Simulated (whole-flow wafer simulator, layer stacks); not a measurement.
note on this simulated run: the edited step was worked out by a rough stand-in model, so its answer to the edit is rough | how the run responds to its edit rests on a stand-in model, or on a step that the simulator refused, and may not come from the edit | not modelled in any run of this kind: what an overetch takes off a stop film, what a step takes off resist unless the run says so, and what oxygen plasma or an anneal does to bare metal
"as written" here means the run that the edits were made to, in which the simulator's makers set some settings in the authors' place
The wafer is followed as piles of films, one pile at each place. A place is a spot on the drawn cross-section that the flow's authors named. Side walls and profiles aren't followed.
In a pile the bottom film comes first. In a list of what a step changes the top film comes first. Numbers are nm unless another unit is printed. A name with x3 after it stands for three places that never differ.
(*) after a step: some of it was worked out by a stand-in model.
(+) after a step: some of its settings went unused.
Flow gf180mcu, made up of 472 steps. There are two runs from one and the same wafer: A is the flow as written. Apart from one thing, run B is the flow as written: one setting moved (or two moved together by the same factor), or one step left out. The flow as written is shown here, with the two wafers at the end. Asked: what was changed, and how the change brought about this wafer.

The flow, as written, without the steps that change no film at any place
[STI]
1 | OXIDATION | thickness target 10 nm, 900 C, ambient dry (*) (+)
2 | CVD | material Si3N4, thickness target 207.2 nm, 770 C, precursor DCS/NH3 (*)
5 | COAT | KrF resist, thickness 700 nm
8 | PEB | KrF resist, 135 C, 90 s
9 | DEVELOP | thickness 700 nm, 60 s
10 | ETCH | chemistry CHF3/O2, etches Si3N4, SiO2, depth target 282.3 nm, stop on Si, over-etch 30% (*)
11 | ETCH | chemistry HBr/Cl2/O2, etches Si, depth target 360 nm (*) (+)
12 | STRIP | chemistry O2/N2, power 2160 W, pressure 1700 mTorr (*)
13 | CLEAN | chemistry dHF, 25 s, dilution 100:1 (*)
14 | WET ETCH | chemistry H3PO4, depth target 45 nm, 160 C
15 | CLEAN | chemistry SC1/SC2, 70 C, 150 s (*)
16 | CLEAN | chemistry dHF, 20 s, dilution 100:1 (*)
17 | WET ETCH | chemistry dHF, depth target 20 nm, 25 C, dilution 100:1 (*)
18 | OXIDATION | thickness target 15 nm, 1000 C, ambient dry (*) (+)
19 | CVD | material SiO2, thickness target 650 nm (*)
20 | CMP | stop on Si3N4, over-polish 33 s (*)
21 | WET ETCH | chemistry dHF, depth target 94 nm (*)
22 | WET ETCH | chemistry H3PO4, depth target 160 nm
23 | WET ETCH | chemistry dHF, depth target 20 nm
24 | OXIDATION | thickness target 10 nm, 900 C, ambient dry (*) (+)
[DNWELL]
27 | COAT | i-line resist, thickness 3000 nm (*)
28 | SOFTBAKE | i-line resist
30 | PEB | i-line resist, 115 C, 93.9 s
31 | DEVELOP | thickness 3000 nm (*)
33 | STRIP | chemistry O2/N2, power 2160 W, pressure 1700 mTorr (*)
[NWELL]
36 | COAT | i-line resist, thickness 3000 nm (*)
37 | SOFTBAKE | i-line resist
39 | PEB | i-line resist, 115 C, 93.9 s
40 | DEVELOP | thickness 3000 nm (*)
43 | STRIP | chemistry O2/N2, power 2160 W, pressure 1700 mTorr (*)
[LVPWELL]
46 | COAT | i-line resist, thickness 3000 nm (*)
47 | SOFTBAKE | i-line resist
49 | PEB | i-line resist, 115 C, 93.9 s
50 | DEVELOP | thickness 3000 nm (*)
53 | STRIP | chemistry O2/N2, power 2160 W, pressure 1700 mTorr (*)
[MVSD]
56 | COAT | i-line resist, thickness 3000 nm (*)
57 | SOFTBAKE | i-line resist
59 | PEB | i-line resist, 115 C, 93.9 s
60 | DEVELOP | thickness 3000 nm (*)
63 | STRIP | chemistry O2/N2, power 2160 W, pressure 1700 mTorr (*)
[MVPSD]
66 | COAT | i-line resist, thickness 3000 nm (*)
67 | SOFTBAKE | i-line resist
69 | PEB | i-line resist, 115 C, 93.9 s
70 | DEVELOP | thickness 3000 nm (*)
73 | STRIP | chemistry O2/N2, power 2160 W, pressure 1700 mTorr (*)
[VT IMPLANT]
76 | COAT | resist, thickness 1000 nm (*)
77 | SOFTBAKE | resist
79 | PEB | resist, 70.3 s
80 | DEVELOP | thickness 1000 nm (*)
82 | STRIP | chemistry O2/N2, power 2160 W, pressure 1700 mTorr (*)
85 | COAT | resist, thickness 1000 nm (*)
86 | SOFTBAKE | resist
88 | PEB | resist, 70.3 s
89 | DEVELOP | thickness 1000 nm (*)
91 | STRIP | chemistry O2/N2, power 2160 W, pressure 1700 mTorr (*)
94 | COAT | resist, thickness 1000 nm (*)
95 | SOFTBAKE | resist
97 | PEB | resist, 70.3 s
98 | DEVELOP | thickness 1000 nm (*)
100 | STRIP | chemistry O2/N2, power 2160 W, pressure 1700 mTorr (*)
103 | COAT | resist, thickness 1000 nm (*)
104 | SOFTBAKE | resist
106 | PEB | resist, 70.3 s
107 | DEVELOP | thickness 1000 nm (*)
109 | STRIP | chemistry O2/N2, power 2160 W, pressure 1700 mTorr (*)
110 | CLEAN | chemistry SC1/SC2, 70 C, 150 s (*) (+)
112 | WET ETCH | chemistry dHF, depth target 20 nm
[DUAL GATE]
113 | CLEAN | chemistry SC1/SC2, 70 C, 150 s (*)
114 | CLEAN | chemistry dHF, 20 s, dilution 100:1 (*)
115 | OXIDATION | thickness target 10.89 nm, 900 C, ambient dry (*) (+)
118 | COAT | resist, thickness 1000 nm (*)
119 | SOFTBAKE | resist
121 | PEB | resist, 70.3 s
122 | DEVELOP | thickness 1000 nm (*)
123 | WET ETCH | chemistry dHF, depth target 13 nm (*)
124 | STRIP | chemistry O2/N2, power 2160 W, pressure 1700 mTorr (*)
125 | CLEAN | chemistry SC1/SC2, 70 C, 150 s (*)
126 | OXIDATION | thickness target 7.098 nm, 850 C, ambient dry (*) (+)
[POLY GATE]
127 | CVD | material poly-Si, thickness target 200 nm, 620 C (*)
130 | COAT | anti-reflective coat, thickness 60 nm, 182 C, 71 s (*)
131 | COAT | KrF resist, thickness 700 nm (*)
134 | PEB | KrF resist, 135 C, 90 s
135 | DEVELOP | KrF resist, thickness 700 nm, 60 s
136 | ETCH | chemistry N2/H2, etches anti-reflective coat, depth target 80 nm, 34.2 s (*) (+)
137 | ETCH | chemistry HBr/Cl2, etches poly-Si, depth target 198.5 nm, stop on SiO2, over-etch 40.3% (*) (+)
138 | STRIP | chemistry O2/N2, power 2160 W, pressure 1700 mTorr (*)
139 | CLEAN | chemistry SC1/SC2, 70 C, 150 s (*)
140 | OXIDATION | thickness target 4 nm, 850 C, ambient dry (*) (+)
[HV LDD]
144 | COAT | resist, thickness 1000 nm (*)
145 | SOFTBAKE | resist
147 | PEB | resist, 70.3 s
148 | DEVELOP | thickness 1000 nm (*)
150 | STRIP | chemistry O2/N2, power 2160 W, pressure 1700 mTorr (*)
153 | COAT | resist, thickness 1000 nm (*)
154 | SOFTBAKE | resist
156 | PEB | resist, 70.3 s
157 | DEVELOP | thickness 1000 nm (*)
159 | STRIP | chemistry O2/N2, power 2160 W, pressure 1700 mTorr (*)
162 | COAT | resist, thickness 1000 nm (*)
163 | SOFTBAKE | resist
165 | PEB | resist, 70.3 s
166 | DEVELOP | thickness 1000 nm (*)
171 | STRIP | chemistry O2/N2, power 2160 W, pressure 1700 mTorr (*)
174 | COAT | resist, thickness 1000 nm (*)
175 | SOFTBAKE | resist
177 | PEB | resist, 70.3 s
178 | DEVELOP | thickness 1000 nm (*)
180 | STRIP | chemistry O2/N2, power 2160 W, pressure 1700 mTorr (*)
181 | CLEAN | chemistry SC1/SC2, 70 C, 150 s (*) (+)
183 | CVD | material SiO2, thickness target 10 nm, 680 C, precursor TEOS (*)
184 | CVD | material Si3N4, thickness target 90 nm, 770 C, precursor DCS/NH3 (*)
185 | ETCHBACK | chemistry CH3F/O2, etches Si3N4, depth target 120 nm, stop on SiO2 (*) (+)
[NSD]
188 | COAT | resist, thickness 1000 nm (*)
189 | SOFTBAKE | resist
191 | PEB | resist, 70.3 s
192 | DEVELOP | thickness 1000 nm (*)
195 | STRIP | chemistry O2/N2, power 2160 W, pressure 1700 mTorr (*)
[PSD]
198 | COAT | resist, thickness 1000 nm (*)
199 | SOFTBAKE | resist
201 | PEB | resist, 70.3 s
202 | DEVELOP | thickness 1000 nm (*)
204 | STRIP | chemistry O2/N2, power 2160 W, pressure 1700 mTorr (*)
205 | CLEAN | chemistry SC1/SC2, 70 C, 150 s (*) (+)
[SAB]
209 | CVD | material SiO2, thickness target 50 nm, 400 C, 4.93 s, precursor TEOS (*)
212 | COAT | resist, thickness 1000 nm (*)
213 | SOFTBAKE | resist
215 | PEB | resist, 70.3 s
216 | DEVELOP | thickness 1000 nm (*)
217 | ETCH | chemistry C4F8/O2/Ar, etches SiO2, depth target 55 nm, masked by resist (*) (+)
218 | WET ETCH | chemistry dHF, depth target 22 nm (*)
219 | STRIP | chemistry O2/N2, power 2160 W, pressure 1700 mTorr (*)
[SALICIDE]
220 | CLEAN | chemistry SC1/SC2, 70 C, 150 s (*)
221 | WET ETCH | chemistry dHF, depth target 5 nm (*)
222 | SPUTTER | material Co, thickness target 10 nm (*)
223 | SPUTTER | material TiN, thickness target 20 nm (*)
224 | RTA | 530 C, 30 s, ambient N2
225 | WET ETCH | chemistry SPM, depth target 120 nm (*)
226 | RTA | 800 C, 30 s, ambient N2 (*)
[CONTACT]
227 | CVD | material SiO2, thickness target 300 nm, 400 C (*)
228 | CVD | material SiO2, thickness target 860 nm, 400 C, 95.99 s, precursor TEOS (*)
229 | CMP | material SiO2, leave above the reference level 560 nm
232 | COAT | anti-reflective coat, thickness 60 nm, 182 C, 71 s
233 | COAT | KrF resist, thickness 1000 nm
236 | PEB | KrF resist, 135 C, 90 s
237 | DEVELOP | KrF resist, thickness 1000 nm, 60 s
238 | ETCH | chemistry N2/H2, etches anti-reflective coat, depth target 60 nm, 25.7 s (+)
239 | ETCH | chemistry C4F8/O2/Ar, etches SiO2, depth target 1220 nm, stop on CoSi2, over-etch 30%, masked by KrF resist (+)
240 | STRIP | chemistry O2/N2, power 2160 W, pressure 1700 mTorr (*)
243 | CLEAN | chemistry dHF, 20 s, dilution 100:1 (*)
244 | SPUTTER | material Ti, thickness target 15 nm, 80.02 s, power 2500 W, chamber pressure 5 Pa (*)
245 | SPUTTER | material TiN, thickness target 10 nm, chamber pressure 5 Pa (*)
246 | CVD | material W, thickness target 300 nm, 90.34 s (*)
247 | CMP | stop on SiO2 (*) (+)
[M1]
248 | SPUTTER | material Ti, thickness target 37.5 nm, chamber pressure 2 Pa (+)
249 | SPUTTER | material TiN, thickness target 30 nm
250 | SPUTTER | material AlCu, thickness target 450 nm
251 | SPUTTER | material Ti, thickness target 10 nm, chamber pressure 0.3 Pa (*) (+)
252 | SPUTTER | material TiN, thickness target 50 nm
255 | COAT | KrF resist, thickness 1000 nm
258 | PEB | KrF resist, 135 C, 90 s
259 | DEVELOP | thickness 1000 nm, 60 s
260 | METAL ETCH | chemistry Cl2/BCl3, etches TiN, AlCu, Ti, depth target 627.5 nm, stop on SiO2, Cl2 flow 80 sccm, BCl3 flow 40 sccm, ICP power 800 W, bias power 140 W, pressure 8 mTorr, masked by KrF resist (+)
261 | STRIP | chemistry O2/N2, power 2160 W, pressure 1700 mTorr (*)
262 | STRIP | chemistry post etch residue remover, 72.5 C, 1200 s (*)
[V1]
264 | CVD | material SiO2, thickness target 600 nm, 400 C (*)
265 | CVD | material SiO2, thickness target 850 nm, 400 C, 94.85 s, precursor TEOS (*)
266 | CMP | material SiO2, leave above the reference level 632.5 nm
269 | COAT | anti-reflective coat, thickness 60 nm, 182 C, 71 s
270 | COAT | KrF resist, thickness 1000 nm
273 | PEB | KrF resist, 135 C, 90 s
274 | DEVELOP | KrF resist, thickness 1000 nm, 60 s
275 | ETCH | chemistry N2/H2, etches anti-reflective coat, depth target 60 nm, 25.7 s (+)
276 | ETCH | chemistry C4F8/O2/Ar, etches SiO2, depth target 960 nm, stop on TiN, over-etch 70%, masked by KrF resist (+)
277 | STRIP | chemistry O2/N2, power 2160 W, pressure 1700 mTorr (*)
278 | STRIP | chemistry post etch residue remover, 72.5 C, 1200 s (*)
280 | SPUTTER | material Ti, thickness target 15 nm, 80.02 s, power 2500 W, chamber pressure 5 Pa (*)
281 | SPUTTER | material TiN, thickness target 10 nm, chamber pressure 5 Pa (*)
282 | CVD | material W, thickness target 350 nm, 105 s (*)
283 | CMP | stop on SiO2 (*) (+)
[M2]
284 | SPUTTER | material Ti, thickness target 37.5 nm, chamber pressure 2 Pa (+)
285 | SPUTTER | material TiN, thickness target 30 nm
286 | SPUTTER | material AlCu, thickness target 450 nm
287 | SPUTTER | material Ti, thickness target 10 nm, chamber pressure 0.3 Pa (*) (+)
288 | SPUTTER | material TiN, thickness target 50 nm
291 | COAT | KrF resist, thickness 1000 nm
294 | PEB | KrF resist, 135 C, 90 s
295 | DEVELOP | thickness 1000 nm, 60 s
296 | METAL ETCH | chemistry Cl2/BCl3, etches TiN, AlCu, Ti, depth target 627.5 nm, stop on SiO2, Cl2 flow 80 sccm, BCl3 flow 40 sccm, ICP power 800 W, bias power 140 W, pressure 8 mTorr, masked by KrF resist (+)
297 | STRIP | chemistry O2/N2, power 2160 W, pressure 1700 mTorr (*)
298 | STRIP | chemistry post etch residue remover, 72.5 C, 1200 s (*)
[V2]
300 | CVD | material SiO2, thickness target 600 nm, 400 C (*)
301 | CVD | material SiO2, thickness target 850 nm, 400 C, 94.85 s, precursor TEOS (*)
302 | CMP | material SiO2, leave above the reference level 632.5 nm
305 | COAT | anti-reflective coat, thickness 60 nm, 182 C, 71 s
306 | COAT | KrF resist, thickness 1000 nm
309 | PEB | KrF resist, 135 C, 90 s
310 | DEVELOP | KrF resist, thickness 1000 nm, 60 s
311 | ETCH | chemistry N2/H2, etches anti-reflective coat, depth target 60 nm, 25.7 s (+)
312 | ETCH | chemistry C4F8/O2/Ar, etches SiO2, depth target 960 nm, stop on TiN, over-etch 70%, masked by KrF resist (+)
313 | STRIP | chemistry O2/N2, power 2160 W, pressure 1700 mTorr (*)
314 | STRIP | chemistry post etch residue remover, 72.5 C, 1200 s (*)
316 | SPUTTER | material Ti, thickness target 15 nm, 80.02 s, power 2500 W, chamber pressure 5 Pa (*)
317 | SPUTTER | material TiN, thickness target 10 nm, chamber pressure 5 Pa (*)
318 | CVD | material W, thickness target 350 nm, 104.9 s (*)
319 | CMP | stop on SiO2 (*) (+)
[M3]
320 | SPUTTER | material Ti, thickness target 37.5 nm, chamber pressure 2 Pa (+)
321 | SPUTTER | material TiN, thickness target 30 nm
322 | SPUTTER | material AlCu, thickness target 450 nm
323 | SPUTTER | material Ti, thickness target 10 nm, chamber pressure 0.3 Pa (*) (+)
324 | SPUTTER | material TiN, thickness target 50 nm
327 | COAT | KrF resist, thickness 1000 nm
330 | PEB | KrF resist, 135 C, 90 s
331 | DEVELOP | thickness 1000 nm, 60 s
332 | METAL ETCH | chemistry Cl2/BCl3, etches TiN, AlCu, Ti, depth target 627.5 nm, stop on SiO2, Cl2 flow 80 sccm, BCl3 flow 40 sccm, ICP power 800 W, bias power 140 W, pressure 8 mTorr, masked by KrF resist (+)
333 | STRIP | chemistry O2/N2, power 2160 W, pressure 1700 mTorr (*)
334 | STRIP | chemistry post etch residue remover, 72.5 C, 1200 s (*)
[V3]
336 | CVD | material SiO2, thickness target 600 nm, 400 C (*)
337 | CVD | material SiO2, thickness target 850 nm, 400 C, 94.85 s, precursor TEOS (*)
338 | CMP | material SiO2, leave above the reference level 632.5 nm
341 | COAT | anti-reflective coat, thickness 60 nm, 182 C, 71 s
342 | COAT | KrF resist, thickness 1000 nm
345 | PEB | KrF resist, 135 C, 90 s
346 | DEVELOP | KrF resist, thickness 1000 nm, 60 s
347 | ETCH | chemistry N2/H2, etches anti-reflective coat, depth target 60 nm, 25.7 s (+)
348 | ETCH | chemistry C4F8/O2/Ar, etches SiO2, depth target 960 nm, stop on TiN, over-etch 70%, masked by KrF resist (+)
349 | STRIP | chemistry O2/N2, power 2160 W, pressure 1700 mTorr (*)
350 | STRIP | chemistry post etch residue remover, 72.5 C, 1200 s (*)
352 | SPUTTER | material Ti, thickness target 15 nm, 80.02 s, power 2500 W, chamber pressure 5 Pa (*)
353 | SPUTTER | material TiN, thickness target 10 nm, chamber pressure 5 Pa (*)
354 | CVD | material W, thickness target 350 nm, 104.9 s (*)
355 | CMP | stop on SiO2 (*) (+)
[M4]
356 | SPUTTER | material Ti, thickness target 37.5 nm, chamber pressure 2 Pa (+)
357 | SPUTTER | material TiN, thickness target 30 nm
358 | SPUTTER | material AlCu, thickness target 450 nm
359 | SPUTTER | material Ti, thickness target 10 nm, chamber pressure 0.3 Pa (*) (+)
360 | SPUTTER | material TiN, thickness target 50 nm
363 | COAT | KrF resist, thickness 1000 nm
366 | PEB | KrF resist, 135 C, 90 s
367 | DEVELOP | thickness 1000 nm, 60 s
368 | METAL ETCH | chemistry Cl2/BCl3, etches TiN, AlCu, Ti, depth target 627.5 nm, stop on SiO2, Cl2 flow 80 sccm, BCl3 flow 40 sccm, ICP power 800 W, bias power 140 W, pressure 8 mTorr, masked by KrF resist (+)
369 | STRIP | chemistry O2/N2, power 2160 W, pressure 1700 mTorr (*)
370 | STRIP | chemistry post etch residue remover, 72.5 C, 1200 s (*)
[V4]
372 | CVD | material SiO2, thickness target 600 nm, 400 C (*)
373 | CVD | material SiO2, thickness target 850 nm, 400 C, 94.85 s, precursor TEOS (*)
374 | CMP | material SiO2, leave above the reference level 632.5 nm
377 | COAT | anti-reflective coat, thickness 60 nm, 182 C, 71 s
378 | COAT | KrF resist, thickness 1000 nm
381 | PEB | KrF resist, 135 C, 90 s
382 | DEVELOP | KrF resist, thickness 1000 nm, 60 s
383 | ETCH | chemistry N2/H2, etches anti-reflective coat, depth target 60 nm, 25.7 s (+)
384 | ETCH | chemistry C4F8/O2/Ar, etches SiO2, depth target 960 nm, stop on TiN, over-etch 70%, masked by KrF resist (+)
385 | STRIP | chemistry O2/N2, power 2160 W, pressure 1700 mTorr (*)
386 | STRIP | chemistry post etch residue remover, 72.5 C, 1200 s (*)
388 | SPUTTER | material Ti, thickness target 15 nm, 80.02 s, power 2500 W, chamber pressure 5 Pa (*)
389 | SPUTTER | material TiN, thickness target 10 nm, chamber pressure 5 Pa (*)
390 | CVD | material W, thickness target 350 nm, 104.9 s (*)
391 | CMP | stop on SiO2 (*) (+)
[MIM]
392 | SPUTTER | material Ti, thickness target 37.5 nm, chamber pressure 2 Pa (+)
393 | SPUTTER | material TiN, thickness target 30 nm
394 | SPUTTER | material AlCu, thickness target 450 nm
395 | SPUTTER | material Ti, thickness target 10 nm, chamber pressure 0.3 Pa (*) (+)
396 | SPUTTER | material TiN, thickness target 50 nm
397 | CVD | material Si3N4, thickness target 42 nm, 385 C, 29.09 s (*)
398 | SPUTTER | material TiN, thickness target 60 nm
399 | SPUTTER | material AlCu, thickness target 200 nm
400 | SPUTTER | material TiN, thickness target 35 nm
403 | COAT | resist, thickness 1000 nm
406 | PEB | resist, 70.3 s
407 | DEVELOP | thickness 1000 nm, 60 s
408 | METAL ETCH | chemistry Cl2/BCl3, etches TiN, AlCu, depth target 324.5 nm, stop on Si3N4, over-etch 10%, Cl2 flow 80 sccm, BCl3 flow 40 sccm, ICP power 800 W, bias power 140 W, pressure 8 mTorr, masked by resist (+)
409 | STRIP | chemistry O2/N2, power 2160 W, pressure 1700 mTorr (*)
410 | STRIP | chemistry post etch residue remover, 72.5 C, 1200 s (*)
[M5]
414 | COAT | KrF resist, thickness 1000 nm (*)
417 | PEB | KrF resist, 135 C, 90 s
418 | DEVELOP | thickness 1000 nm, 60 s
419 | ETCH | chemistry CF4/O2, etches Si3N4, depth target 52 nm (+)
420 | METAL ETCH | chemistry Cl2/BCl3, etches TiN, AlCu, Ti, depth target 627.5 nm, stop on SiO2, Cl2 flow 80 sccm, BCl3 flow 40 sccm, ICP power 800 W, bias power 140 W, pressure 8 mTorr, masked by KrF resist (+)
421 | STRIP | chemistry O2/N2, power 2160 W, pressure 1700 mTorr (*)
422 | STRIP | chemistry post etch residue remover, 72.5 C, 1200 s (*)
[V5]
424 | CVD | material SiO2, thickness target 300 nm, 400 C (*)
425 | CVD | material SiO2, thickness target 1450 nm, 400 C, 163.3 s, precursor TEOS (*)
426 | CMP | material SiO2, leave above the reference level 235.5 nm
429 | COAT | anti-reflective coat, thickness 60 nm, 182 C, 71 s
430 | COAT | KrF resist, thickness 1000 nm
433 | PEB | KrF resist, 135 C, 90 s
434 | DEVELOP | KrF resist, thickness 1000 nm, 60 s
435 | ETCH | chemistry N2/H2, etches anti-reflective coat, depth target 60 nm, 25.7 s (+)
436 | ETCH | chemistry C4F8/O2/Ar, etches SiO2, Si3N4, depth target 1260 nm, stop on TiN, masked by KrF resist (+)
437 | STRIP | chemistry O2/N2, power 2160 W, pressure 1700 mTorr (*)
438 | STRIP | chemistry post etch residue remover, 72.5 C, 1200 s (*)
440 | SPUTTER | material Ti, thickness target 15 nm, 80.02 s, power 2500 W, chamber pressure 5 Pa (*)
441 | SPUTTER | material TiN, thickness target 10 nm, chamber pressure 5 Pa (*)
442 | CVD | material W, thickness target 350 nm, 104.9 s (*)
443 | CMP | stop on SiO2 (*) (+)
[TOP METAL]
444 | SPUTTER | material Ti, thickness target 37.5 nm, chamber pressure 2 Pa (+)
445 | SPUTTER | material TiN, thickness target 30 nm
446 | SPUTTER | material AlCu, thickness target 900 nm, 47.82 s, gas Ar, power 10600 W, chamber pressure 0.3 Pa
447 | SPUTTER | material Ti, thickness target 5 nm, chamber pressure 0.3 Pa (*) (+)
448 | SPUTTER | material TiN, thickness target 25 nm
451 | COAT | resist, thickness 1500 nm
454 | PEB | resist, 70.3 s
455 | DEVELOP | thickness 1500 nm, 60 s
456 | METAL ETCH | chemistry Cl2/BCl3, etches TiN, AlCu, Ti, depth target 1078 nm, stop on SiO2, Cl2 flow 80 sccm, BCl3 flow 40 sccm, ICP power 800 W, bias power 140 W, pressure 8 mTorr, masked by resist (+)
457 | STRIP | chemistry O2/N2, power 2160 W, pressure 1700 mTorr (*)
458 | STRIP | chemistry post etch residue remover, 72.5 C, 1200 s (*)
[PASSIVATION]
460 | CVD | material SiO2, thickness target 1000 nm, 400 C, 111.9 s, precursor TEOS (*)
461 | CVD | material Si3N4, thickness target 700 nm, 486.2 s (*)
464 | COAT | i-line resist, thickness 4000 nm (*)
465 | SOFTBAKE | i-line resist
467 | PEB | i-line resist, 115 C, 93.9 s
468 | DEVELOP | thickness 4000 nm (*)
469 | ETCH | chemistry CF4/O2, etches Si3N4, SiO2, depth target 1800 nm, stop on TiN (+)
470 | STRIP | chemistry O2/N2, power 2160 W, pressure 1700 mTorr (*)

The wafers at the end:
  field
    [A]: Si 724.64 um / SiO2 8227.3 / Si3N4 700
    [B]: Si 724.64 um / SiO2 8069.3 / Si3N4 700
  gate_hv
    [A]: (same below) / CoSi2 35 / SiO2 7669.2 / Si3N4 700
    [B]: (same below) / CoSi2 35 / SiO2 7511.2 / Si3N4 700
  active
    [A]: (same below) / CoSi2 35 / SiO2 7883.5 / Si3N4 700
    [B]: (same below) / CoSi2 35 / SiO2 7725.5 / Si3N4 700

Cause: step 227, CVD: thickness target 142 nm was run, while the flow as written has thickness target 300 nm.

How this came from the change, step by step:
  227 | CVD | material SiO2, thickness target 300 nm, 400 C (*)
      field, field__w1, field__w2 and 58 more: A +300 SiO2 | B +142 SiO2
      active, p_well, gate and 47 more: A +300 SiO2 (new film) | B +142 SiO2 (new film)
  228 | CVD | material SiO2, thickness target 860 nm, 400 C, 95.99 s, precursor TEOS (*)
      field__w3, field__w12: A +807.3 SiO2 | B +786.4 SiO2
      field__w2: A +810.7 SiO2 | B +791.1 SiO2
  229 | CMP | material SiO2, leave above the reference level 560 nm
      ld_drift_p, ld_drn_p: A -425.8 SiO2 | B -439.5 SiO2
      nw_enc_fld_lv__w1, nw_enc_fld_lv__w4: A -332.2 SiO2 | B -322.2 SiO2
      (as well as at 8 more places)
  239 | ETCH | chemistry C4F8/O2/Ar, etches SiO2, depth target 1220 nm, stop on CoSi2, over-etch 30%, masked by KrF resist (+)
      field, field__w1, field__w2 and 105 more: A -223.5 KrF resist | B -182.4 KrF resist
      polyc_n, polyc_p: A -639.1 SiO2 (all of it) | B -481.1 SiO2 (all of it)
      (as well as at 1 more place)
  240 | STRIP | chemistry O2/N2, power 2160 W, pressure 1700 mTorr (*)
      field, field__w1, field__w2 and 105 more: A -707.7 KrF resist (all of it), -60 anti-reflective coat (all of it) | B -748.8 KrF resist (all of it), -60 anti-reflective coat (all of it)
  244 | SPUTTER | material Ti, thickness target 15 nm, 80.02 s, power 2500 W, chamber pressure 5 Pa (*)
      contact: A +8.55 Ti (new film) | B +9.38 Ti (new film)
  245 | SPUTTER | material TiN, thickness target 10 nm, chamber pressure 5 Pa (*)
      contact: A +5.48 TiN (new film) | B +6 TiN (new film)
  246 | CVD | material W, thickness target 300 nm, 90.34 s (*)
      polyc_n, polyc_p: A +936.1 W (new film) | B +778.1 W (new film)
      contact: A +1167.5 W (new film) | B +1008.2 W (new film)
